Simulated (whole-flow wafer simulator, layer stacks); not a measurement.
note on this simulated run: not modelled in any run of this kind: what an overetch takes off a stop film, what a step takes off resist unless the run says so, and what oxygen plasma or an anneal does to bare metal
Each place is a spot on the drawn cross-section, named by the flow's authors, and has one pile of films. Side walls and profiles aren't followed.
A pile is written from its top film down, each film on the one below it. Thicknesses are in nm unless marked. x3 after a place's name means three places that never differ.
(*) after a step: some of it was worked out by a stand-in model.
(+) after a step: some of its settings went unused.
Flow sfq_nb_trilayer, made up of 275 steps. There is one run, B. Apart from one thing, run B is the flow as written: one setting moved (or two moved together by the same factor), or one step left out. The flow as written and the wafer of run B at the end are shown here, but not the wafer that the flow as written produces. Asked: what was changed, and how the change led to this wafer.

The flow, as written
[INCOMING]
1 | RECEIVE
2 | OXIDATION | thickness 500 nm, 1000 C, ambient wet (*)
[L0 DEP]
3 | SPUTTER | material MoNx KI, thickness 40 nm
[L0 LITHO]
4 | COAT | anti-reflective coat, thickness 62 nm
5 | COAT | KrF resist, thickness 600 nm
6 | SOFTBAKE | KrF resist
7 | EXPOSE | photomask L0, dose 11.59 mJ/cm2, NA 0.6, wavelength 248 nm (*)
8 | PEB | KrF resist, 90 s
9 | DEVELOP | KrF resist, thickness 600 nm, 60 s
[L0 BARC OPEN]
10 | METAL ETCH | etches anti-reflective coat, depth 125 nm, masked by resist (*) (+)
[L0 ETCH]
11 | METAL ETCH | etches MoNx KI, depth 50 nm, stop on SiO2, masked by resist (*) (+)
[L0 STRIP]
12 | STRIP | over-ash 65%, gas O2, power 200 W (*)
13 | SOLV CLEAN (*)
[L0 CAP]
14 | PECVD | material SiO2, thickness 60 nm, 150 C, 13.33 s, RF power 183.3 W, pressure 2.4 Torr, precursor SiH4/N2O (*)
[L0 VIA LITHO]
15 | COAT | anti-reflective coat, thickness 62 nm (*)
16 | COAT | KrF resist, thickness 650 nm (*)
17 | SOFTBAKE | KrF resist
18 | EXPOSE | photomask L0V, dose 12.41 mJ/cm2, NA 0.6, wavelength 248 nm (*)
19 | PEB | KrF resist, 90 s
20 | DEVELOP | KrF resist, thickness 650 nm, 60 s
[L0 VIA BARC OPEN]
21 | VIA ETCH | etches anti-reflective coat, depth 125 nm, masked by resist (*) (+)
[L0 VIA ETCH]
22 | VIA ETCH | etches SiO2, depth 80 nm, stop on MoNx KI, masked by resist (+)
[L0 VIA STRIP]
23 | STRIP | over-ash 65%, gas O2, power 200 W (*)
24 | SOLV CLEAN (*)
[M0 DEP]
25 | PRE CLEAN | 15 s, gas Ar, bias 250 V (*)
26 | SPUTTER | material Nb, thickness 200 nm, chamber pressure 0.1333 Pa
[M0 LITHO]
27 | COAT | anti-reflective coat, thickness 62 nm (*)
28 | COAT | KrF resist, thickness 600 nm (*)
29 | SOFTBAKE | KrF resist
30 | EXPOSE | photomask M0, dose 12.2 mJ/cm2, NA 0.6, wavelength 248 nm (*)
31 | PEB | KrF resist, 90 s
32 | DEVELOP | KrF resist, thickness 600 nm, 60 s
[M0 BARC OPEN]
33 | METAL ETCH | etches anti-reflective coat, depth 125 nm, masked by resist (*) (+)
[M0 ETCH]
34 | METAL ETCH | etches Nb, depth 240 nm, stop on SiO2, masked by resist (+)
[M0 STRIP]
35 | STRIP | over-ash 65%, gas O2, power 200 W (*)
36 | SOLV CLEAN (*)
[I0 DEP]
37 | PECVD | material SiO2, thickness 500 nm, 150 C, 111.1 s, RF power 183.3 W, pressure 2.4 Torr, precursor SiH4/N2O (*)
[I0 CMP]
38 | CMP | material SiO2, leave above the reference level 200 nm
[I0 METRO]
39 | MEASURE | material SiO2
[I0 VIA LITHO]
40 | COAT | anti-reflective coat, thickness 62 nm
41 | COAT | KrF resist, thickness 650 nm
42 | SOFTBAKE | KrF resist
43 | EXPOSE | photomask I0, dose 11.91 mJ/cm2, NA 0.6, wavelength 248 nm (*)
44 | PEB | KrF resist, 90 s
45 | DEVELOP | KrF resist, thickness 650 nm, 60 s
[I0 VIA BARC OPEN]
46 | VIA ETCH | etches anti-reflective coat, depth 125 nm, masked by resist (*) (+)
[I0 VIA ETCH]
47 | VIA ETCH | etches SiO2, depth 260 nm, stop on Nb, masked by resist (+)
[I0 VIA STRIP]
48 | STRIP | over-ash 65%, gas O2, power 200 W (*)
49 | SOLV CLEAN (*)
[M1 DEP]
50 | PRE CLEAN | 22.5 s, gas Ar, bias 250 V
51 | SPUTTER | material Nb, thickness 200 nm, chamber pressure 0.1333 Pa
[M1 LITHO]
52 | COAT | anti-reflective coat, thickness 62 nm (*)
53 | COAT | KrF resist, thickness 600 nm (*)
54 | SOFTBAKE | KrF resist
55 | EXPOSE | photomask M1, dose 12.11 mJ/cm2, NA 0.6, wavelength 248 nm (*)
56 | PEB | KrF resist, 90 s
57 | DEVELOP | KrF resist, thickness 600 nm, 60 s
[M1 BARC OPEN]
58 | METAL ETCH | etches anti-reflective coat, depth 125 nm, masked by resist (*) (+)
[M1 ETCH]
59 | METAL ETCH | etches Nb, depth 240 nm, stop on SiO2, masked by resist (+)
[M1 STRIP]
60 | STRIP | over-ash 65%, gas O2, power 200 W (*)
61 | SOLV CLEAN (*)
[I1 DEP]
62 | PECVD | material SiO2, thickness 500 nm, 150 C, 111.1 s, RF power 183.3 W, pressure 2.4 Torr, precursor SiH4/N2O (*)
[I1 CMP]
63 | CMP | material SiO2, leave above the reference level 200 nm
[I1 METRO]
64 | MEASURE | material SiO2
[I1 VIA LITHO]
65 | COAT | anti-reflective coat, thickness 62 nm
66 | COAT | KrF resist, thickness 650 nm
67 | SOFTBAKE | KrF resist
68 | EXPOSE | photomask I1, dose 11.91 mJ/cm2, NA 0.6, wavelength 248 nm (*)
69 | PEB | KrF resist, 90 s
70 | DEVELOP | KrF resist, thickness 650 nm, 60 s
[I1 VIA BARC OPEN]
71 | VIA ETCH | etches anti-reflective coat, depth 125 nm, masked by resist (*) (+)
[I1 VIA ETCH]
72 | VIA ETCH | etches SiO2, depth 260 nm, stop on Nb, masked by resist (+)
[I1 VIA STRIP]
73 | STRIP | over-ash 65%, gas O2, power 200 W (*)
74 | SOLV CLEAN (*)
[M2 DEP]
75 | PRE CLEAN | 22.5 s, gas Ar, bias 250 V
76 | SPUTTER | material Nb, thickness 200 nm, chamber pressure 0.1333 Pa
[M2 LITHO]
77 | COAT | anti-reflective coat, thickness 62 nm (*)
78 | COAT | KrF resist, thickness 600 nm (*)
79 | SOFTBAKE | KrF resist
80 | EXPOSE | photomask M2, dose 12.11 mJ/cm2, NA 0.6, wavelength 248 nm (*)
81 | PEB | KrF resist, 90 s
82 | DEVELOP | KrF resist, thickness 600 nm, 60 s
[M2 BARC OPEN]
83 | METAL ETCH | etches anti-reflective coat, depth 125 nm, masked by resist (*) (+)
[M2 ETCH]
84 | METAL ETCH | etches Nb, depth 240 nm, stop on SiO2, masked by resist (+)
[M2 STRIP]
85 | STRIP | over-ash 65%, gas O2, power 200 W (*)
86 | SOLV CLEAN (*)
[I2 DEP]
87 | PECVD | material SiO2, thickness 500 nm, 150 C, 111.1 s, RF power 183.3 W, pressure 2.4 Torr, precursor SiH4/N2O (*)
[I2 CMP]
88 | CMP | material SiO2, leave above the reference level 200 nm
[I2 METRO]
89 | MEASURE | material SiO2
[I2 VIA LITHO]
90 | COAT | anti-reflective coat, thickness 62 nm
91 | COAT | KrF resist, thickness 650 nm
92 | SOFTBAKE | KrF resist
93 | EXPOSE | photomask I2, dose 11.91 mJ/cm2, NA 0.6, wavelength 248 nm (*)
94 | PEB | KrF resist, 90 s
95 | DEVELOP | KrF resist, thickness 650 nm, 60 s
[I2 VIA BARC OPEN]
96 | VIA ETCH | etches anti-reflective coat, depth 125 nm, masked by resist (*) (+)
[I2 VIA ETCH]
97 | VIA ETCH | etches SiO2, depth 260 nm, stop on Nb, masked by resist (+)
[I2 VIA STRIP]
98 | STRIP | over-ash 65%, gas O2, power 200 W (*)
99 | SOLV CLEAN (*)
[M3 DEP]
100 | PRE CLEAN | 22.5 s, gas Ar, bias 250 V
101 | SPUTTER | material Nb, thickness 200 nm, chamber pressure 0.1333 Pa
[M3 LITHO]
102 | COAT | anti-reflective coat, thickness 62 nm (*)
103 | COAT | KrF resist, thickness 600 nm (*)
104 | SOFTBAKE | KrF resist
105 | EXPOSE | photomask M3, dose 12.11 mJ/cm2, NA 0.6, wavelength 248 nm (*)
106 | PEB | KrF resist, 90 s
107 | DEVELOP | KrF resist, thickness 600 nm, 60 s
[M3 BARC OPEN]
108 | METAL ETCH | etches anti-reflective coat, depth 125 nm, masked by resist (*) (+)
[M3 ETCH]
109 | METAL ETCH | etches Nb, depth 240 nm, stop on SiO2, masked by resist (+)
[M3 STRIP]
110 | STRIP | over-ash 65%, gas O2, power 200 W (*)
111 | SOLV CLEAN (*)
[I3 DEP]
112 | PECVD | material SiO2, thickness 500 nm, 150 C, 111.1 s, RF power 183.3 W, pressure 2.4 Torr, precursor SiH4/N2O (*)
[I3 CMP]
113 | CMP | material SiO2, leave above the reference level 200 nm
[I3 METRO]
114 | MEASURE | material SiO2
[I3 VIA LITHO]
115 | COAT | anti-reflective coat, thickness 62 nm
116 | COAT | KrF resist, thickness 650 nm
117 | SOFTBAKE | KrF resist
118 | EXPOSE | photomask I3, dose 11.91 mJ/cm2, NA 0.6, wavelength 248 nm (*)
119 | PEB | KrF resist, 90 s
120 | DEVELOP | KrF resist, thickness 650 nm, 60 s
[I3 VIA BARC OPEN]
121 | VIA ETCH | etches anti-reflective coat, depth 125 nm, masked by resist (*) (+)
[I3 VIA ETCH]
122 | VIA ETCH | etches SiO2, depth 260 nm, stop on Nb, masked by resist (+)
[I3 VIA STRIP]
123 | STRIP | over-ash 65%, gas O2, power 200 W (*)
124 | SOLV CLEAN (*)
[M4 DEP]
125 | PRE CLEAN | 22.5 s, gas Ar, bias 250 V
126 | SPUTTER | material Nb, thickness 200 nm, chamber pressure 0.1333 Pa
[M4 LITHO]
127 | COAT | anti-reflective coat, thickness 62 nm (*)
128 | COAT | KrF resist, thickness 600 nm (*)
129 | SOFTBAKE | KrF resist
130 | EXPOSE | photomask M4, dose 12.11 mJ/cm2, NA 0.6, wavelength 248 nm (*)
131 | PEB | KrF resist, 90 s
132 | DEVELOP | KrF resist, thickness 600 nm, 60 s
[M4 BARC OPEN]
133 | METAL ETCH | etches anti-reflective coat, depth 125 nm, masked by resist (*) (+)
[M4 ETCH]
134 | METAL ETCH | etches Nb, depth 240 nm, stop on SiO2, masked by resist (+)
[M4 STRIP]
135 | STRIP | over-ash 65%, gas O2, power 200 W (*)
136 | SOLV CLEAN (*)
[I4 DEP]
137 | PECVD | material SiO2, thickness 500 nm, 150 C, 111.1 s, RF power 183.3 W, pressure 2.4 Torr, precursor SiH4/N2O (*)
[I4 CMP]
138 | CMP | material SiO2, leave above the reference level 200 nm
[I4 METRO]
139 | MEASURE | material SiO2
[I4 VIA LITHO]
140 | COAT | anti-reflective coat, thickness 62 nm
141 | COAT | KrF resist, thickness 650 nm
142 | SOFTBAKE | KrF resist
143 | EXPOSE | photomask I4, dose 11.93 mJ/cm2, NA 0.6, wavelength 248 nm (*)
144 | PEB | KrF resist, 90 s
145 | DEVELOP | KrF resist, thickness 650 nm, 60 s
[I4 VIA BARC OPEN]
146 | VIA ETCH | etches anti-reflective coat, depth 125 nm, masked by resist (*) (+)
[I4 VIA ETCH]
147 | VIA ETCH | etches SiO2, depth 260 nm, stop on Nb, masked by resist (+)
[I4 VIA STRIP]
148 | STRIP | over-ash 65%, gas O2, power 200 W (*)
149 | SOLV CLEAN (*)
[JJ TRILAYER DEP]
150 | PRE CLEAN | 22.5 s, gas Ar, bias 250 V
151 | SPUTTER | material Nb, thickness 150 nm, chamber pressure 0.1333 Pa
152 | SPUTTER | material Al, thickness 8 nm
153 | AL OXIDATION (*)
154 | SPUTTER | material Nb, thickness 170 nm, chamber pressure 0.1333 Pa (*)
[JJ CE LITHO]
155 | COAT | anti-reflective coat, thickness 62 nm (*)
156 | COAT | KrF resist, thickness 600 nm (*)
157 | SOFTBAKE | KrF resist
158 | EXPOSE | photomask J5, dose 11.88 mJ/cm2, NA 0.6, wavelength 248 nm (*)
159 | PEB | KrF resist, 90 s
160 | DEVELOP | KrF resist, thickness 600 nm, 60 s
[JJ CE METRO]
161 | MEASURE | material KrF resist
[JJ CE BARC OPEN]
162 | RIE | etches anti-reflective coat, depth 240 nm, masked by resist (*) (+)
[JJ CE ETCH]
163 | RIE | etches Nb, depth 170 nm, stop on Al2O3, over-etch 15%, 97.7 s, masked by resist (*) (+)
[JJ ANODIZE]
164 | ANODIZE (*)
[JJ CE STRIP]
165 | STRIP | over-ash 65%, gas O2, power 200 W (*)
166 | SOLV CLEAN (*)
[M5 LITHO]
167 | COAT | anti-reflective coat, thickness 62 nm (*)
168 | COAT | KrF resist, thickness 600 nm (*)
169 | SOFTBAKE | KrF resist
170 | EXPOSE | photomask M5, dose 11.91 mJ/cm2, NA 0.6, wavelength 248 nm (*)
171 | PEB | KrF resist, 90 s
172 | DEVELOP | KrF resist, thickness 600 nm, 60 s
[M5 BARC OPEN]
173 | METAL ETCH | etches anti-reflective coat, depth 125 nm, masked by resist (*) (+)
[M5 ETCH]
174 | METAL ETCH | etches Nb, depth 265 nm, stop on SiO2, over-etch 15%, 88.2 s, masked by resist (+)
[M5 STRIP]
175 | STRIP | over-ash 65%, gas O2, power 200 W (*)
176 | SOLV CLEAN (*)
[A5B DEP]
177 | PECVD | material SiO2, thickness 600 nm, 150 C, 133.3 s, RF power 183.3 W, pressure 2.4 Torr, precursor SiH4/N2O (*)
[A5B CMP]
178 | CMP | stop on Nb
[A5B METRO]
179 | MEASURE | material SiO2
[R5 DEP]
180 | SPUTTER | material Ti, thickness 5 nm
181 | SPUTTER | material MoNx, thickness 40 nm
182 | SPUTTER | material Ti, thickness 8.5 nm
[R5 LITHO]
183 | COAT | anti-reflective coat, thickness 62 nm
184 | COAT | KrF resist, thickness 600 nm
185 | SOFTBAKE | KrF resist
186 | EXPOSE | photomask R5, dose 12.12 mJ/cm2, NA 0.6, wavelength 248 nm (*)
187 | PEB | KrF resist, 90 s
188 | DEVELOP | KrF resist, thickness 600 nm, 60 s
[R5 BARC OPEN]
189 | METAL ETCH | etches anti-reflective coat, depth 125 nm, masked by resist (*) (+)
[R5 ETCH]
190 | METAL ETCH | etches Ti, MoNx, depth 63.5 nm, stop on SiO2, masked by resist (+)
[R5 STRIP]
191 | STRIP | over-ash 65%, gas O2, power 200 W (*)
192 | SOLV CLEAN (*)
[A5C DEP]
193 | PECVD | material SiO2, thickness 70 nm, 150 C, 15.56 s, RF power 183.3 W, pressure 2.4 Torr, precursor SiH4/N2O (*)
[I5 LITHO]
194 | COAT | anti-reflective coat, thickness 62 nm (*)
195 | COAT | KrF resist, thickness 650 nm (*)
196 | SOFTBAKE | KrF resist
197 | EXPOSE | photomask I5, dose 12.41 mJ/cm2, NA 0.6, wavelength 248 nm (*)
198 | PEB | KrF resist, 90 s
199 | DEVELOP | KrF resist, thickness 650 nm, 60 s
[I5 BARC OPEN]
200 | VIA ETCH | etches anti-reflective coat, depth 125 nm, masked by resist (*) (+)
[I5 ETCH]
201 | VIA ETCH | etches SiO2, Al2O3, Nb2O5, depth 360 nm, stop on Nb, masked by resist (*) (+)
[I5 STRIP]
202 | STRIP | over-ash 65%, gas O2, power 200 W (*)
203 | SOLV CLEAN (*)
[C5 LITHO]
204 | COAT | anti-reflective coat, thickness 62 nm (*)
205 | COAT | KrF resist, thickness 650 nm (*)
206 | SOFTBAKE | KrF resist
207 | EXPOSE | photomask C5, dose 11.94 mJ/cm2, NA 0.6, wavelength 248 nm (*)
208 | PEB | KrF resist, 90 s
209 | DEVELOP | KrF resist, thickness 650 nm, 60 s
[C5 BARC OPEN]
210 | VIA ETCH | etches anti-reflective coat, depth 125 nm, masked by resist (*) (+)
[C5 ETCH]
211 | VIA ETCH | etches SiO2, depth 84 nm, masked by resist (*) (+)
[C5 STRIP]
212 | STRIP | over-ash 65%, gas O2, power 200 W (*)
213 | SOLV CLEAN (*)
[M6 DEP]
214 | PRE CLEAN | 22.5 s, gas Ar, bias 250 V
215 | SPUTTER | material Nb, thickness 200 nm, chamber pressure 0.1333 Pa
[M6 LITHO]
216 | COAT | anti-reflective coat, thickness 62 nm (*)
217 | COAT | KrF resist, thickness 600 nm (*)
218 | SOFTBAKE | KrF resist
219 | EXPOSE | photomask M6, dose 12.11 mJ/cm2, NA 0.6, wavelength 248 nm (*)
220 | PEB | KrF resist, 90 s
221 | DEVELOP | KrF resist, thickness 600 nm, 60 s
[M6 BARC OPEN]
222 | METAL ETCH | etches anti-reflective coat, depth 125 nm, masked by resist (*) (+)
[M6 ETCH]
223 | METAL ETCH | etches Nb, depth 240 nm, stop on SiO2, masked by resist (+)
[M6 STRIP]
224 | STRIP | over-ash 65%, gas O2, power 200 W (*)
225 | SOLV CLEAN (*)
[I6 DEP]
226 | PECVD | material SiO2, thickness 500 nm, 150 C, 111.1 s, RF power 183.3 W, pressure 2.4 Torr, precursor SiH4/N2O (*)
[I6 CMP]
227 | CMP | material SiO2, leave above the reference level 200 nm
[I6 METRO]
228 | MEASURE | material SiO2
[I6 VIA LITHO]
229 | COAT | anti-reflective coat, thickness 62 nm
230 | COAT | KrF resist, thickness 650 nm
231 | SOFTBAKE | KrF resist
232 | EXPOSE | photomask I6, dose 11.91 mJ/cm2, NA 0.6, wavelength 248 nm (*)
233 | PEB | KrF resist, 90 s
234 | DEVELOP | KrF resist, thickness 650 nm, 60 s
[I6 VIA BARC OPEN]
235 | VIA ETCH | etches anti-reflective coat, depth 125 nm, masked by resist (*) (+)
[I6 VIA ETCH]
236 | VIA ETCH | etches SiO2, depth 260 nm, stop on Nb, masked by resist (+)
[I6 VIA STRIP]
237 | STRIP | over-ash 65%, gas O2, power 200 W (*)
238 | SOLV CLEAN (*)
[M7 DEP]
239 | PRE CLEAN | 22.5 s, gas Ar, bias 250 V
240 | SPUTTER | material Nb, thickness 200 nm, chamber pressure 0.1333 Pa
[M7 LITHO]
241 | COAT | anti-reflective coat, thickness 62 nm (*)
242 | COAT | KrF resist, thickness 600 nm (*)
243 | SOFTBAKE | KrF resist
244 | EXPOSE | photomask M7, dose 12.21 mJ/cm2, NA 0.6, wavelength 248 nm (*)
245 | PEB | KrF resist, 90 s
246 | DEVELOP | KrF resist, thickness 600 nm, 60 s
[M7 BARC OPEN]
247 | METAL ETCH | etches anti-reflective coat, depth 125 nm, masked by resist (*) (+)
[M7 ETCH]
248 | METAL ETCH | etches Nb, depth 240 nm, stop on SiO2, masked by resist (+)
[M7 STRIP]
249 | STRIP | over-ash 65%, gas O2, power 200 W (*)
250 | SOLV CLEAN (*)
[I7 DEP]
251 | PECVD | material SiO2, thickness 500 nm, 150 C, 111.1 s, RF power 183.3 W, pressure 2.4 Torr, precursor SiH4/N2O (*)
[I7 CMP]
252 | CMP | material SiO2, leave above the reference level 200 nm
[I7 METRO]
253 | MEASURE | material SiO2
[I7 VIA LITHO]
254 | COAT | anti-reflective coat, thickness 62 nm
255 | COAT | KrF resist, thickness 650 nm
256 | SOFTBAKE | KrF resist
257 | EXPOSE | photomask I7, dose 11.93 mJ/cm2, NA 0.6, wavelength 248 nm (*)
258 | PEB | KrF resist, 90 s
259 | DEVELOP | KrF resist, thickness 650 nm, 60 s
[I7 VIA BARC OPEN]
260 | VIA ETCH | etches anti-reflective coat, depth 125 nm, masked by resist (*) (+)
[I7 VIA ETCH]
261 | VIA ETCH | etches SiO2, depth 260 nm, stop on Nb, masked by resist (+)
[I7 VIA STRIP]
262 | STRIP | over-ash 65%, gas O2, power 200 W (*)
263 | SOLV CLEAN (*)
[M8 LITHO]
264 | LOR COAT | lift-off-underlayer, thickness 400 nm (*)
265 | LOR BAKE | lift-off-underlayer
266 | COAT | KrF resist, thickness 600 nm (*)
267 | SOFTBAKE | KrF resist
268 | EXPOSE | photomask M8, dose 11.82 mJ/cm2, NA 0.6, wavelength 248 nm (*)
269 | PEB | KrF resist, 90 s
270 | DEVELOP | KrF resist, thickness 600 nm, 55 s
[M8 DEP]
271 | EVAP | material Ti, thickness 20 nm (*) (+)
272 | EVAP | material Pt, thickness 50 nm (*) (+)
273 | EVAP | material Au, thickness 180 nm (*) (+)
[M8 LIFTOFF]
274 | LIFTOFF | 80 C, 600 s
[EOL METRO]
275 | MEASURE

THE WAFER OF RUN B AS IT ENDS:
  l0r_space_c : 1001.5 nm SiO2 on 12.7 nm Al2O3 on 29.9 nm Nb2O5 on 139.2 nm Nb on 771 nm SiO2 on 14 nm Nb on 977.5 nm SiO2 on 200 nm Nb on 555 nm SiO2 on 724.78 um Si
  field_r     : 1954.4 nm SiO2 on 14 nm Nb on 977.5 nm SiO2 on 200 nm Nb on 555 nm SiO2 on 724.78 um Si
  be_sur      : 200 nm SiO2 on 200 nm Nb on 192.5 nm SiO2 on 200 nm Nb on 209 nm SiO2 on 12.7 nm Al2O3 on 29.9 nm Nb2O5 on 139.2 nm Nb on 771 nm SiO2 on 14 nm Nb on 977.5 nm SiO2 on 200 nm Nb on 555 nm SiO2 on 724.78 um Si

The reason: step 109, METAL ETCH: depth 186 nm was run, whereas the flow has depth 240 nm.

Step by step, how the change led to this:
  109 | METAL ETCH | etches Nb, depth 240 nm, stop on SiO2, masked by resist (+)
      field_l, be, be_sur and 72 more: Nb loses 186 (as written it would have been: Nb loses 200 (all of it))
      v_sur, via_wl, via_w and 28 more: KrF resist loses 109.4 (as written it would have been: KrF resist loses 141.2)
  110 | STRIP | over-ash 65%, gas O2, power 200 W (*)
      p4_w1, p4_w2, p4_w3 and 21 more: KrF resist loses 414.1 (all of it), anti-reflective coat loses 62 (all of it) (as written it would have been: KrF resist loses 382.4 (all of it), anti-reflective coat loses 62 (all of it))
      via_wl, via_wr: KrF resist loses 416 (all of it), anti-reflective coat loses 34.2 (all of it) (as written it would have been: KrF resist loses 384.2 (all of it), anti-reflective coat loses 34.2 (all of it))
      (and at 5 other places as well)
  112 | PECVD | material SiO2, thickness 500 nm, 150 C, 111.1 s, RF power 183.3 W, pressure 2.4 Torr, precursor SiH4/N2O (*)
      field_l, be, be_sur and 64 more: SiO2 gains 500 (new film) (as written it would have been: SiO2 gains 500)
      p4_g1, p4_g2, p3_s0, p3_s1, p3_s2, p3_s3, p3_s4, p3_s5: SiO2 gains 543.1 (new film) (as written it would have been: SiO2 gains 557.1)
  113 | CMP | material SiO2, leave above the reference level 200 nm
      field_l, be, be_sur and 64 more: SiO2 loses 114 (as written it would have been: SiO2 loses 100)
With metal films that touch counted as one body, l0r_space_c has 3 bodies (between them, from the top down: SiO2 771; SiO2 977.5); the flow as written gives 2 bodies (between them, from the top down: SiO2 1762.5).
With metal films that touch counted as one body, field_r has 2 bodies (between them, from the top down: SiO2 977.5); the flow as written gives 1 body.
With metal films that touch counted as one body, be_sur has 5 bodies (between them, from the top down: SiO2 192.5; SiO2 209 / Al2O3 12.7 / Nb2O5 29.9; SiO2 771; SiO2 977.5); the flow as written gives 4 bodies (between them, from the top down: SiO2 192.5; SiO2 209 / Al2O3 12.7 / Nb2O5 29.9; SiO2 1762.5).
